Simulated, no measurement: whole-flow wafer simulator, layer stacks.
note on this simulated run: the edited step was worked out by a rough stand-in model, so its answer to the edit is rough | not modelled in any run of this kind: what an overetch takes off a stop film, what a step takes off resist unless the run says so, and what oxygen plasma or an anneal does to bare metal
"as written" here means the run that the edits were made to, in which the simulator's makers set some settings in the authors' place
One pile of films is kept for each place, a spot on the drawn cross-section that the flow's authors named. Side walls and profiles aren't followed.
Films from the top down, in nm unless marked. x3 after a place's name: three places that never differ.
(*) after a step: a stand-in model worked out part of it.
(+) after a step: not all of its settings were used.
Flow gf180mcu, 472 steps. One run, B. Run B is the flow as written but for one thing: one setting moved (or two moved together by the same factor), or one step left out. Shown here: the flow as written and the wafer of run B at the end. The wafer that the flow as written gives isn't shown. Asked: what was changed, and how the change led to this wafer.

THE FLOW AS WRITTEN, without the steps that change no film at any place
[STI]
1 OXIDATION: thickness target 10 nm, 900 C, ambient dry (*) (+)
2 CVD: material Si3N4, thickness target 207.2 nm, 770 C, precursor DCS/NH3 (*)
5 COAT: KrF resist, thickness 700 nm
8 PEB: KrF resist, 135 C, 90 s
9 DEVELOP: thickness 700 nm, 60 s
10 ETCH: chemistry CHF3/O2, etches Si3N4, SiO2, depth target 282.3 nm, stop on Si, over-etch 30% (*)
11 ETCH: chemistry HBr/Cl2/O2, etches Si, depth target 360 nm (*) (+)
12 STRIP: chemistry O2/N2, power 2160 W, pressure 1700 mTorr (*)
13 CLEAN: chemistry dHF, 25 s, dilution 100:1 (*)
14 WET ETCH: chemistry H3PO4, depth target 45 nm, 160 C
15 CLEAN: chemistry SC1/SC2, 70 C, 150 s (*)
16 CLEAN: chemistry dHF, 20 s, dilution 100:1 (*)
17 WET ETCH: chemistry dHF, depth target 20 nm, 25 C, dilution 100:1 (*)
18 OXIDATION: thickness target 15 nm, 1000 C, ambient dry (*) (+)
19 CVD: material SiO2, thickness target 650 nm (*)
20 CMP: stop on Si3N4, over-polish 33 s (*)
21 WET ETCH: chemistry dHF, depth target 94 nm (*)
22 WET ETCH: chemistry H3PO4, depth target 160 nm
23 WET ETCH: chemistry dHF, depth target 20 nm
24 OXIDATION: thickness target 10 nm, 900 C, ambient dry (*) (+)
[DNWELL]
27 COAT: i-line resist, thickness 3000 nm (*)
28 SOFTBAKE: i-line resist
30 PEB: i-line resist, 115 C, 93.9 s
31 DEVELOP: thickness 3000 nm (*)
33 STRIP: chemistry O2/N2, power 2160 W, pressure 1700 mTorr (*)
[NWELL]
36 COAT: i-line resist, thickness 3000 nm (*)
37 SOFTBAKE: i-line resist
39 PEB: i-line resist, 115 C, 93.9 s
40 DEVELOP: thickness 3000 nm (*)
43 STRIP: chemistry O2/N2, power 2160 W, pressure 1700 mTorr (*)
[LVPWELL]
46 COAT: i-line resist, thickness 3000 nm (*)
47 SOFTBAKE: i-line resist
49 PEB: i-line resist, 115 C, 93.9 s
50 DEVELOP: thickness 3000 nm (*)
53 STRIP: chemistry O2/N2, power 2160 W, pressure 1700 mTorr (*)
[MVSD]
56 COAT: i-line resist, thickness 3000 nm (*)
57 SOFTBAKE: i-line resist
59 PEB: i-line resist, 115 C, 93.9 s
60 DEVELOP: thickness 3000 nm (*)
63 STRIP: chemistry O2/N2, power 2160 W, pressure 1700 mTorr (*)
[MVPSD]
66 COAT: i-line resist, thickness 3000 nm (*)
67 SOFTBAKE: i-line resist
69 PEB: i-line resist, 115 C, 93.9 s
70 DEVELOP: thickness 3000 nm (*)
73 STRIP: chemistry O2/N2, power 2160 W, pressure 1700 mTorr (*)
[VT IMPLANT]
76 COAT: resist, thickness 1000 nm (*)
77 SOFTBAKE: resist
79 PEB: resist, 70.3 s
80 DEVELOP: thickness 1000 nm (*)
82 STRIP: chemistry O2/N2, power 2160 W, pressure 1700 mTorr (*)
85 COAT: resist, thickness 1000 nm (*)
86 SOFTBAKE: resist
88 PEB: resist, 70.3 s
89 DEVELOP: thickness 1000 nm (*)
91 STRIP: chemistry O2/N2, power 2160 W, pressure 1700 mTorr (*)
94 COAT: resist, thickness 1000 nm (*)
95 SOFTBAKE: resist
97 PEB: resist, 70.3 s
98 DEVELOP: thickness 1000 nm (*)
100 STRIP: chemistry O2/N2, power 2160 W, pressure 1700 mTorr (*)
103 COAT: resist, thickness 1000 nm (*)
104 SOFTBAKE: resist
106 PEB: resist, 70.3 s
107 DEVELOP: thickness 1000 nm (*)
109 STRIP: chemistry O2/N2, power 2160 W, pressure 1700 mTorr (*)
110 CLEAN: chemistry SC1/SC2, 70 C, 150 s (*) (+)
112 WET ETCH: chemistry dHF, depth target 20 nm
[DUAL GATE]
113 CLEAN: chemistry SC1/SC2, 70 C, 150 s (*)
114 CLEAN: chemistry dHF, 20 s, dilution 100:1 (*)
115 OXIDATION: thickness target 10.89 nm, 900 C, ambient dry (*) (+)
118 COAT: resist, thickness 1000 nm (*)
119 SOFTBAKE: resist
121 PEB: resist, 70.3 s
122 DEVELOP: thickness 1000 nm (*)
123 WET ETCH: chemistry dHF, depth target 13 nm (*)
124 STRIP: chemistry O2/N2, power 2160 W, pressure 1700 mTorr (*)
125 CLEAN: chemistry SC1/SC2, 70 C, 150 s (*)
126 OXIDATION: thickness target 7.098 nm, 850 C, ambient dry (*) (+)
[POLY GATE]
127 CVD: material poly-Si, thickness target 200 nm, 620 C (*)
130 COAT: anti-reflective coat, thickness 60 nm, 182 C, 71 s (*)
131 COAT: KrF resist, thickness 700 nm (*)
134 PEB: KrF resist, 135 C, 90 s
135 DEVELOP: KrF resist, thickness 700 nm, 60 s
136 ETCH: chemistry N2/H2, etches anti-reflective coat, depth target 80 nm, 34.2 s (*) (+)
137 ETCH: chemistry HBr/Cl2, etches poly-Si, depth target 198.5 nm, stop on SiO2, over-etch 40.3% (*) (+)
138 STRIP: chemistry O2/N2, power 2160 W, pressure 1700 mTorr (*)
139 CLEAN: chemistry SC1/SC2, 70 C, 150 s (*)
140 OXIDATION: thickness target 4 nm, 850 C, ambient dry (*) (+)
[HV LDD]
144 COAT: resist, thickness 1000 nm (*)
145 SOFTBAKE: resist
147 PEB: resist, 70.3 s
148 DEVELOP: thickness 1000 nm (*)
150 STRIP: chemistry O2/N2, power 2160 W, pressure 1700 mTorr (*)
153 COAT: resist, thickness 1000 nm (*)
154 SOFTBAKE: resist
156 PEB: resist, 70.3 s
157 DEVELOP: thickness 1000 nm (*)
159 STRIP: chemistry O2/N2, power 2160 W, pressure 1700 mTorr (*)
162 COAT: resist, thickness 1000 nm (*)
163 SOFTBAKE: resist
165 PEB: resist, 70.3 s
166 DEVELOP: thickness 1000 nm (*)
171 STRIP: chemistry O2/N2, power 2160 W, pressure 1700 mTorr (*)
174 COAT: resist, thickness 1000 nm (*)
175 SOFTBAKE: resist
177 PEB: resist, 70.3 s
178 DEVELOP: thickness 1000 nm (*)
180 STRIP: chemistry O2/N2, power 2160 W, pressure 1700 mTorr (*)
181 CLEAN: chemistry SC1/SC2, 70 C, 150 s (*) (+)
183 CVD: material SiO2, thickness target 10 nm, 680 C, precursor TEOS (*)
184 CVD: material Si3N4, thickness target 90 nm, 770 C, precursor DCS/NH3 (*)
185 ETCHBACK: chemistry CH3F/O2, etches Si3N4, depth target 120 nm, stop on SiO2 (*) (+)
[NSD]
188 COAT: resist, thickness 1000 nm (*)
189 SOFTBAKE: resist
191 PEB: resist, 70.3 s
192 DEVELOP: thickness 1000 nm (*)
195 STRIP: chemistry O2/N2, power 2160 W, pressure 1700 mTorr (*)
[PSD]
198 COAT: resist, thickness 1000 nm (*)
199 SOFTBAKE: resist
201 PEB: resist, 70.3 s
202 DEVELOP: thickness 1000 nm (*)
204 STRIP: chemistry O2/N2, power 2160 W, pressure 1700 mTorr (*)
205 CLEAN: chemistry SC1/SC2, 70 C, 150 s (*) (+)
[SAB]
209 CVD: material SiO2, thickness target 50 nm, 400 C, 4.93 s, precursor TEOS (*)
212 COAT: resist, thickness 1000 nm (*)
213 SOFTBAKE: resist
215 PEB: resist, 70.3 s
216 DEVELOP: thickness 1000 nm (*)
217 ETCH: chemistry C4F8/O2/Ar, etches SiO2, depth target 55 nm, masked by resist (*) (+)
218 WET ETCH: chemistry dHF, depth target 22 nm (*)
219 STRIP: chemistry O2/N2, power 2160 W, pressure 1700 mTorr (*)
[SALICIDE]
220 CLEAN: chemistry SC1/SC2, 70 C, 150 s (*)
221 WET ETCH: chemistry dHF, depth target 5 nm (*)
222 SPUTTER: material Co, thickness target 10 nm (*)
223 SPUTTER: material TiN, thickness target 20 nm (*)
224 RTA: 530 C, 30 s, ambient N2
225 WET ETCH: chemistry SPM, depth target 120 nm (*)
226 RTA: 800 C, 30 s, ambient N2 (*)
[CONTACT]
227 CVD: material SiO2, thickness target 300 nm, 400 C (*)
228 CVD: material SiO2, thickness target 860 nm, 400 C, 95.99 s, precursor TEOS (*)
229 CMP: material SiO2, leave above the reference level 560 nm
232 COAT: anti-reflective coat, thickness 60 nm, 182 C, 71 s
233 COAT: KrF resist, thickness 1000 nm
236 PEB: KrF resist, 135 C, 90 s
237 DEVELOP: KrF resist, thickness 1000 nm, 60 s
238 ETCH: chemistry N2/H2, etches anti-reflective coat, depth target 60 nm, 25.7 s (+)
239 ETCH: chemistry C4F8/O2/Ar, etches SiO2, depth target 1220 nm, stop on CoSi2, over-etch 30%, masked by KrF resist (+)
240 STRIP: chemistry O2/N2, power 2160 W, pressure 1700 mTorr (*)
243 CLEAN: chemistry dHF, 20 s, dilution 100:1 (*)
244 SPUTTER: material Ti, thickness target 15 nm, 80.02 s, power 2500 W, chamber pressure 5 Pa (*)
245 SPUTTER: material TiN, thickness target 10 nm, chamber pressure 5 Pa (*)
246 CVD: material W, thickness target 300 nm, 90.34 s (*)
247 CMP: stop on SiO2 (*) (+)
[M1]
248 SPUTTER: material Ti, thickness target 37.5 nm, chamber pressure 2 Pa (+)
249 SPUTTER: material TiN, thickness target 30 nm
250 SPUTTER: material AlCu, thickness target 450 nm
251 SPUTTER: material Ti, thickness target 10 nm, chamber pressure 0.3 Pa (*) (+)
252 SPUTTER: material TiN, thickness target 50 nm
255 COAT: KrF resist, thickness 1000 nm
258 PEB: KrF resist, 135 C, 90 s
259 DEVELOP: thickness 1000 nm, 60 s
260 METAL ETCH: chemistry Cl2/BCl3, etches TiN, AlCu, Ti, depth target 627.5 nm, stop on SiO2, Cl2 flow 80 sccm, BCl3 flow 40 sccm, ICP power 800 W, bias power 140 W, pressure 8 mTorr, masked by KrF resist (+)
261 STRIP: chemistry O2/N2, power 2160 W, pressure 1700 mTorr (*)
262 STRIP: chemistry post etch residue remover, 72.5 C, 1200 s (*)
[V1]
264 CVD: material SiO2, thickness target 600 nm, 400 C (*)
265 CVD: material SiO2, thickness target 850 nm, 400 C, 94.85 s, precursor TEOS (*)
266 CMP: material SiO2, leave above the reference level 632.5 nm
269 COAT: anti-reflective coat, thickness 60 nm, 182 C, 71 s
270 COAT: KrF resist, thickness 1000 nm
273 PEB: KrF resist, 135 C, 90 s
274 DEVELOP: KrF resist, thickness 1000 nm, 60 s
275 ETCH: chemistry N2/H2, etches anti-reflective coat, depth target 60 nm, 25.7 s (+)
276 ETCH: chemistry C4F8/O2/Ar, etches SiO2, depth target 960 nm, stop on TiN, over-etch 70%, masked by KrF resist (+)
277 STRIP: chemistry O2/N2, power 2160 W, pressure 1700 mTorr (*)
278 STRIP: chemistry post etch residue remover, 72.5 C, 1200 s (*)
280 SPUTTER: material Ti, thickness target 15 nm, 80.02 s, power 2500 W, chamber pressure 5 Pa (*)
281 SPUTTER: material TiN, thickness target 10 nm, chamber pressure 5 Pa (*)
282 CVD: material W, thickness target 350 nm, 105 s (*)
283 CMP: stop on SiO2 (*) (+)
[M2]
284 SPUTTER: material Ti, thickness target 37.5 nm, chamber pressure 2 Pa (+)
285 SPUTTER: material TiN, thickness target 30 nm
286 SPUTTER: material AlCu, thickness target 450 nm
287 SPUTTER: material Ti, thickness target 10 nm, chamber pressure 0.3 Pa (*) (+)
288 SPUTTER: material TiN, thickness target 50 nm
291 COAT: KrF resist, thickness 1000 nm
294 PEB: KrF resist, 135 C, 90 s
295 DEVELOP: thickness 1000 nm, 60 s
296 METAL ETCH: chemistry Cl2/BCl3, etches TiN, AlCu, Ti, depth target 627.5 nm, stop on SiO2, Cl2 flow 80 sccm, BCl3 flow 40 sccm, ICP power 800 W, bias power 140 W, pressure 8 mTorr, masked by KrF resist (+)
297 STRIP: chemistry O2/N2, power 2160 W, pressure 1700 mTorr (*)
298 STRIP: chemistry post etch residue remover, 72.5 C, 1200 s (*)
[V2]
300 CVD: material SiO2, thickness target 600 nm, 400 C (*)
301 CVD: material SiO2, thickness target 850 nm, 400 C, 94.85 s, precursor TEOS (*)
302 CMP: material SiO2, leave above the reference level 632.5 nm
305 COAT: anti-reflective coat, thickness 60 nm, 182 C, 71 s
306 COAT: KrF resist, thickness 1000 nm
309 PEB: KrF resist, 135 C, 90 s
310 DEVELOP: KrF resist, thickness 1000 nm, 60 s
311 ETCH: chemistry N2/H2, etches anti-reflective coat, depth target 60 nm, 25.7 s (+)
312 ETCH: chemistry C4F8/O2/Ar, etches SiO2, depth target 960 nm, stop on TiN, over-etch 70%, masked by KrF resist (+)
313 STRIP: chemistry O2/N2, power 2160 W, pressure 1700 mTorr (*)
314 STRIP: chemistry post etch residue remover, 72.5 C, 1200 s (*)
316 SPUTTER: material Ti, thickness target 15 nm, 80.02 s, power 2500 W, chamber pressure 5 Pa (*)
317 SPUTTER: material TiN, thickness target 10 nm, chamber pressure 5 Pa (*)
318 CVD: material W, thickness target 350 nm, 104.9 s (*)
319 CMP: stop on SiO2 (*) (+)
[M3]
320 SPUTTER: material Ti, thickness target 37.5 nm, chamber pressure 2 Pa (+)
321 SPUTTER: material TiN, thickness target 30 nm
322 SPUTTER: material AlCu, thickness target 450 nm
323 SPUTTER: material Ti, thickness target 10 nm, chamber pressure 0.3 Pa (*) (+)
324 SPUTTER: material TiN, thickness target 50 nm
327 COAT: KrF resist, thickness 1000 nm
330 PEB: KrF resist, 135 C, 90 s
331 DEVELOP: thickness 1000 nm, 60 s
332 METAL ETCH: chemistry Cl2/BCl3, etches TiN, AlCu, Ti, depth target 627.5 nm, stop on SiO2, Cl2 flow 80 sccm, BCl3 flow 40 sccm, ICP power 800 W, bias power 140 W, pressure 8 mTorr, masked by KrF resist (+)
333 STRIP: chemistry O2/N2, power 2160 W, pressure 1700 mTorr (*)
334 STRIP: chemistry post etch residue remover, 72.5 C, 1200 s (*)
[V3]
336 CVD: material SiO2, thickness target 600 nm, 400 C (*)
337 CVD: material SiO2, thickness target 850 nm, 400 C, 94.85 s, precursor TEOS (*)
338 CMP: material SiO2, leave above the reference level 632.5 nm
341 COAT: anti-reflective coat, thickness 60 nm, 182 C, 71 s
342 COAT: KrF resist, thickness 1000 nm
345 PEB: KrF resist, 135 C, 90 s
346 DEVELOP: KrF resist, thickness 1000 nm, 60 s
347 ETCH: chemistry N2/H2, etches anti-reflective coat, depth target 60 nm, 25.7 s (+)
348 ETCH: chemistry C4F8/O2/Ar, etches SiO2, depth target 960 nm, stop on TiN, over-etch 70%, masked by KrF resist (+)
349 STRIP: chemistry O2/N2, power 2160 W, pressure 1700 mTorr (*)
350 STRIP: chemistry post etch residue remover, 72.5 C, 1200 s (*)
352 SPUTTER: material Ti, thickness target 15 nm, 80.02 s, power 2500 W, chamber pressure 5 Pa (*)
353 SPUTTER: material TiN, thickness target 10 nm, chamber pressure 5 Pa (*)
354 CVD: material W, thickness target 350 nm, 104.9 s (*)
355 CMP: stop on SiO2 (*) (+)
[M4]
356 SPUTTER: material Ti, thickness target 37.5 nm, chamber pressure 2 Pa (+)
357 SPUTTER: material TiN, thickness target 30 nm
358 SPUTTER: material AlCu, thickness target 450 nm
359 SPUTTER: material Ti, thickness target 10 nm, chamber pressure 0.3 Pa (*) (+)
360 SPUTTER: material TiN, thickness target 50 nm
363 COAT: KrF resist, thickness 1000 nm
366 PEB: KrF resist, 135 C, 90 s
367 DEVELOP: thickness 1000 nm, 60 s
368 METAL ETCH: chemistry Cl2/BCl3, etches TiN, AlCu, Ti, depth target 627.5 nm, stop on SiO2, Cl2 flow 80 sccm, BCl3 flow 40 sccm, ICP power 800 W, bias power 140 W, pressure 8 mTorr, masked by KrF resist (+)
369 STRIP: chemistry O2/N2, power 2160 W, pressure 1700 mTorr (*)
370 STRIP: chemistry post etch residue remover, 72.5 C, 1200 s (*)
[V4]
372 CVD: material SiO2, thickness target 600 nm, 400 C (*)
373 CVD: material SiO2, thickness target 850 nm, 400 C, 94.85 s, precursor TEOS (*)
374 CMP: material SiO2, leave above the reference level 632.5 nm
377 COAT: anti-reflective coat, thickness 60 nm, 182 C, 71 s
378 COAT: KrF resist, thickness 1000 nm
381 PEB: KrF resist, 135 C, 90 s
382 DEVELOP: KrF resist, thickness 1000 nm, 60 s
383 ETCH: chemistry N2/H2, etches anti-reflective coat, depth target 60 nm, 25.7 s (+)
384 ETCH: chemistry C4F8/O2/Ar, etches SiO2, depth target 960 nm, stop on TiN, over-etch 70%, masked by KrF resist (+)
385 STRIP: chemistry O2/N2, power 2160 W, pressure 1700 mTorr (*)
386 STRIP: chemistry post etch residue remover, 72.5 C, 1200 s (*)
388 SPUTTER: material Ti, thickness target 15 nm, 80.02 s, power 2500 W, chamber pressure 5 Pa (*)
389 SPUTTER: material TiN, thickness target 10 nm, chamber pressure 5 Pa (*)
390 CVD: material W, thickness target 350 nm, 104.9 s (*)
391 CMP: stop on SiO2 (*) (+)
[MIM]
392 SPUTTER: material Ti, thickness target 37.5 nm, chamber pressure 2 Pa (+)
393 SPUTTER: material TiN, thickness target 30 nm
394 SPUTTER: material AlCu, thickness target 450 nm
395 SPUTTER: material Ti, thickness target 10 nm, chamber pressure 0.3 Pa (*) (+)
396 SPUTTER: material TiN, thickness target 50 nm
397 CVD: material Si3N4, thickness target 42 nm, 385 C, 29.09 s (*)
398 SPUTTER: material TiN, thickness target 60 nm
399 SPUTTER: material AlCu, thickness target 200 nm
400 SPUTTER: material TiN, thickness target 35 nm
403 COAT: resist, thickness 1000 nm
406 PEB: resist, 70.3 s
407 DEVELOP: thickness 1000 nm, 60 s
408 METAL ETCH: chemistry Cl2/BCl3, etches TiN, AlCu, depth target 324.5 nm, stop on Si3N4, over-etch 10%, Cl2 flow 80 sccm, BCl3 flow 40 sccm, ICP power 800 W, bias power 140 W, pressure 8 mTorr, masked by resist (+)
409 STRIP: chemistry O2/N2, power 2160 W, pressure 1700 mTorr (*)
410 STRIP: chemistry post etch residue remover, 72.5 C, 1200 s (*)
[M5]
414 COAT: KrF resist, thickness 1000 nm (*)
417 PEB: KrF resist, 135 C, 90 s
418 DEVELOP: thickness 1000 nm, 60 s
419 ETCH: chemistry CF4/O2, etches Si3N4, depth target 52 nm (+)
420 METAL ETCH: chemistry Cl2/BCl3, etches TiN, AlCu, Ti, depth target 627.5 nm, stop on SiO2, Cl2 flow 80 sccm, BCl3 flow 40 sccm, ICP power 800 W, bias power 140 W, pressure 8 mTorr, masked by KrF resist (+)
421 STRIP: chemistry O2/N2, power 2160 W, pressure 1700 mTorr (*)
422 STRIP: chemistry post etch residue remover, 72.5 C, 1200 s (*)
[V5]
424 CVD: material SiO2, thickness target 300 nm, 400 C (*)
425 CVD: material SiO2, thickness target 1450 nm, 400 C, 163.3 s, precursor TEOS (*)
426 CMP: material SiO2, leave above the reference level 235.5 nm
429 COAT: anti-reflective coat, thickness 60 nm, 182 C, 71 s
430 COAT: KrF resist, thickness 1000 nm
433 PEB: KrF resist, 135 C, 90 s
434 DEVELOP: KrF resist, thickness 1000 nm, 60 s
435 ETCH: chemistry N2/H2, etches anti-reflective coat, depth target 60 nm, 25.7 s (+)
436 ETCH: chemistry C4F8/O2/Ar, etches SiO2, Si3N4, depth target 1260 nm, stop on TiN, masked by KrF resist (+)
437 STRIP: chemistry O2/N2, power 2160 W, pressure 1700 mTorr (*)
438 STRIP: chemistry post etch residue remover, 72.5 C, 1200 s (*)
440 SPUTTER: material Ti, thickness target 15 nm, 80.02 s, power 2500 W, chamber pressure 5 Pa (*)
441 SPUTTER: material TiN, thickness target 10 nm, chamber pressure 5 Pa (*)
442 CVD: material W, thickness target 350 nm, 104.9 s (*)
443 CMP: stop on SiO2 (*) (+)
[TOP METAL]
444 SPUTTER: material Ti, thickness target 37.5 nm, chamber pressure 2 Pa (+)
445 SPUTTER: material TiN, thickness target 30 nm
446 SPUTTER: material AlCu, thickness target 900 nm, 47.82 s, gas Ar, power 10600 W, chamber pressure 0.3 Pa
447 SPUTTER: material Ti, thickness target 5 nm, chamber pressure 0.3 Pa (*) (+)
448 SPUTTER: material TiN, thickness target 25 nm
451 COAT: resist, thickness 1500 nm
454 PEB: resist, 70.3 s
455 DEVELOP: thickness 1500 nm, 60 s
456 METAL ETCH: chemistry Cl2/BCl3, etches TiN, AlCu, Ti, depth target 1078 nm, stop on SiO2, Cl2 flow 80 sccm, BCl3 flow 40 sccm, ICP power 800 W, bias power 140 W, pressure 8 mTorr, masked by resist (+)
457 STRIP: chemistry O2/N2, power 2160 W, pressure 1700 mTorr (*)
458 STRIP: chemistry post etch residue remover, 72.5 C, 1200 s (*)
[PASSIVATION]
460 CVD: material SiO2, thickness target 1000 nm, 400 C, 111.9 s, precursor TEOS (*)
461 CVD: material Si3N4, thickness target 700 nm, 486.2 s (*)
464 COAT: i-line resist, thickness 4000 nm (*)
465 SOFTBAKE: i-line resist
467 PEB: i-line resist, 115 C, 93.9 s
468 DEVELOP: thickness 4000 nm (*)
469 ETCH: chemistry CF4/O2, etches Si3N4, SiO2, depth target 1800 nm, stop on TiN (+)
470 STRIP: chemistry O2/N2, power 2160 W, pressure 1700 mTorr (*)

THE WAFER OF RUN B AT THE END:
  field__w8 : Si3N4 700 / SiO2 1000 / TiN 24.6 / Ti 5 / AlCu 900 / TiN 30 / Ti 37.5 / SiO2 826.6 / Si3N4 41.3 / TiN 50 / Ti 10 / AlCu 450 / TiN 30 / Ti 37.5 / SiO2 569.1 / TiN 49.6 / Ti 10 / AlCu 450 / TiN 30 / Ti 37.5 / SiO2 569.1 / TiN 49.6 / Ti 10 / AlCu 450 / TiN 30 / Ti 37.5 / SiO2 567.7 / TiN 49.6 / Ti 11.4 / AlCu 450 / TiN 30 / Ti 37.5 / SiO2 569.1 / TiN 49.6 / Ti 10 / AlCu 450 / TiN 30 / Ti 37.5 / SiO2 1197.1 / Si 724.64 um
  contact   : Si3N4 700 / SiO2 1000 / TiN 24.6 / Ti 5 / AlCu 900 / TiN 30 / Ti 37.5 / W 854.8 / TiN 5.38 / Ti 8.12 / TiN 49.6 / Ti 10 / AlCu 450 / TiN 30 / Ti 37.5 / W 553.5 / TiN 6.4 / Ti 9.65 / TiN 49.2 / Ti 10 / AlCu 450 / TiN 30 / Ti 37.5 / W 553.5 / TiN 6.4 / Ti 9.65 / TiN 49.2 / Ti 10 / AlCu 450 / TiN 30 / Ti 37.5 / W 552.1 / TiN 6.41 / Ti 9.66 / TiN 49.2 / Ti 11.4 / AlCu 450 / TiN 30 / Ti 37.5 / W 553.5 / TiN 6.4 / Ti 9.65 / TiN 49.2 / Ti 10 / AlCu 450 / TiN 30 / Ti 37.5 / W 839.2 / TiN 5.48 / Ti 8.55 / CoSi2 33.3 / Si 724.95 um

The cause: step 287, SPUTTER: thickness target 11.4 nm was run, where the flow has thickness target 10 nm.
It can be read off the wafer: field__w8 has Ti 11.4, and step 287 as written asks for 10 nm.

How the change led to this, step by step:
  287 SPUTTER: material Ti, thickness target 10 nm, chamber pressure 0.3 Pa (*) (+)
      field, field__w1, field__w2 and 108 more: Ti +11.4 (new film) (as written it would be: Ti +10 (new film))
  296 METAL ETCH: chemistry Cl2/BCl3, etches TiN, AlCu, Ti, depth target 627.5 nm, stop on SiO2, Cl2 flow 80 sccm, BCl3 flow 40 sccm, ICP power 800 W, bias power 140 W, pressure 8 mTorr, masked by KrF resist (+)
      field, field__w1, field__w2 and 103 more: TiN -50 (all of it), Ti -11.4 (all of it), AlCu -450 (all of it), TiN -30 (all of it), Ti -37.5 (all of it) (as written it would be: TiN -50 (all of it), Ti -10 (all of it), AlCu -450 (all of it), TiN -30 (all of it), Ti -37.5 (all of it))
